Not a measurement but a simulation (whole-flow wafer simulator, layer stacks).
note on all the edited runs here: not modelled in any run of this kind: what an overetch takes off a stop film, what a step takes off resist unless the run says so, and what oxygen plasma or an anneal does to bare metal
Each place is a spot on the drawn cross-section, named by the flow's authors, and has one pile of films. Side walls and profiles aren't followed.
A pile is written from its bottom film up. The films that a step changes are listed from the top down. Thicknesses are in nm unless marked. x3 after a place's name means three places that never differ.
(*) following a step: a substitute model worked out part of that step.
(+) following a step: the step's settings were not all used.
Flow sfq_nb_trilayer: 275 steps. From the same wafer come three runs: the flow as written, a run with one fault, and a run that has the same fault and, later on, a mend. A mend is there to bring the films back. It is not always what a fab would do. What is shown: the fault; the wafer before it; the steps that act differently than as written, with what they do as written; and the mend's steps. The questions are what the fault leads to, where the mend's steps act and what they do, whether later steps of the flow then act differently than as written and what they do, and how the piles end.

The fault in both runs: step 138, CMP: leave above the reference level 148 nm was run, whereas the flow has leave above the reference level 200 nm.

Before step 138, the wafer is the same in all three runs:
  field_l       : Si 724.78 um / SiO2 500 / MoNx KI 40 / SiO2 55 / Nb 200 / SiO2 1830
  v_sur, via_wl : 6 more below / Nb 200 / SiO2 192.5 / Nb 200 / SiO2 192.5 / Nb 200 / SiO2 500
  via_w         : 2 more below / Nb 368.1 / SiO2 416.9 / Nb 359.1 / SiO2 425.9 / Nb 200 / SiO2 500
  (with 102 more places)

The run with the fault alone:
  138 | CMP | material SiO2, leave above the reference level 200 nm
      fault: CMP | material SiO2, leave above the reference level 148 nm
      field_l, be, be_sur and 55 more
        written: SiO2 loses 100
        fault: SiO2 loses 152
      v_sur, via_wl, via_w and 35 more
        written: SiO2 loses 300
        fault: SiO2 loses 352
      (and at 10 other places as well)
  Later steps of the flow acting differently than as written (6 more steps, not shown, differ only slightly: by at most 2% or 0.5 nm, whichever is larger):
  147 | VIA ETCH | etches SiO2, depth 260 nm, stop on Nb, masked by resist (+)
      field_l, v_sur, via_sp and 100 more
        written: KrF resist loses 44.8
        fault: KrF resist loses 38.2
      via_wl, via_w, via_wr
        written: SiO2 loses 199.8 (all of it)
        fault: SiO2 loses 147.8 (all of it)
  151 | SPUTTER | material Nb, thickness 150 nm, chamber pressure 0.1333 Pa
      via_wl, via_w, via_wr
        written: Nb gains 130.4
        fault: Nb gains 136.5
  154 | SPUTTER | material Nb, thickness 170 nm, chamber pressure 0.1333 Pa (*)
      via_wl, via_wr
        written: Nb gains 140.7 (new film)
        fault: Nb gains 149.7 (new film)
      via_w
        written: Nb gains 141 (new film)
        fault: Nb gains 150.1 (new film)
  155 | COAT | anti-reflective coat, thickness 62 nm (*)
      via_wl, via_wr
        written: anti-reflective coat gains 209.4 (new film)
        fault: anti-reflective coat gains 161.5 (new film)
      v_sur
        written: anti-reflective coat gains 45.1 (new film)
        fault: anti-reflective coat gains 47.4 (new film)
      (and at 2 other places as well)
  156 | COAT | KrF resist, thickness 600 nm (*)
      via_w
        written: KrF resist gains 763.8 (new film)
        fault: KrF resist gains 714.5 (new film)
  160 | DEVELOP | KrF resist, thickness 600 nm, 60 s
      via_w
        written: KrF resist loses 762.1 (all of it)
        fault: KrF resist loses 713 (all of it)
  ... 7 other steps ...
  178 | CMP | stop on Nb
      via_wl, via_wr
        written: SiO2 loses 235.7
        fault: SiO2 loses 293.7
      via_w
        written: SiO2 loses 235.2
        fault: SiO2 loses 293.2
  The piles end different from the flow's at v_sur, via_wl, via_w and 86 more by more than 2% or 0.5 nm, whichever is larger.
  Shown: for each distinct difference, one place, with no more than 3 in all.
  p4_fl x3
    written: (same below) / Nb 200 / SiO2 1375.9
    fault: (same below) / Nb 200 / SiO2 1323.9
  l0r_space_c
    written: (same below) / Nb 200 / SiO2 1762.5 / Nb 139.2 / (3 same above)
    fault: (same below) / Nb 200 / SiO2 1710.5 / Nb 139.2 / (3 same above)
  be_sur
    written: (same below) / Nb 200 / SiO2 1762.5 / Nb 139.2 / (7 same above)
    fault: (same below) / Nb 200 / SiO2 1710.5 / Nb 139.2 / (7 same above)

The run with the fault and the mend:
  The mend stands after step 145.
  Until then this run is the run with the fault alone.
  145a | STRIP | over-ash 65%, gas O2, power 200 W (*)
      field_l, v_sur, via_sp and 100 more
        KrF resist loses 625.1 (all of it), anti-reflective coat loses 62 (all of it)
      via_wl, via_w, via_wr
        anti-reflective coat loses 62 (all of it)
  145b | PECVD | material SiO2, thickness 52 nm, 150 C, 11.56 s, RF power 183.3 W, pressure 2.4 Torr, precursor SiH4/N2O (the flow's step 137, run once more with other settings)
      field_l, v_sur, via_wl and 103 more
        SiO2 gains 52
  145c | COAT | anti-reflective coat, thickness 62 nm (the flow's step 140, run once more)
      field_l, v_sur, via_wl and 103 more
        anti-reflective coat gains 62 (new film)
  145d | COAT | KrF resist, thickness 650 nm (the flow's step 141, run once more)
      field_l, v_sur, via_wl and 103 more
        KrF resist gains 650 (new film)
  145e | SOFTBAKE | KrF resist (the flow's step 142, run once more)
      leaves every film unchanged at each place that is followed
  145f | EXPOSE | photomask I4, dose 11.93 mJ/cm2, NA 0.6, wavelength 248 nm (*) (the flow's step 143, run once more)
      leaves every film unchanged at each place that is followed
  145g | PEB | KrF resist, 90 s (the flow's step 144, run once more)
      field_l, v_sur, via_wl and 103 more
        KrF resist loses 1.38
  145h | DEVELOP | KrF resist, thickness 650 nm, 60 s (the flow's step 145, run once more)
      field_l, v_sur, via_sp and 100 more
        KrF resist loses 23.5
      via_wl, via_w, via_wr
        KrF resist loses 648.6 (all of it)
  None of the later steps of the flow differs from how it acts as written, at any place that is followed, by more than 2% or 0.5 nm, whichever is larger.
  When the end is reached, the piles differ only a little from the flow's at the places that both follow, at most by 2% or 0.5 nm, whichever is larger.
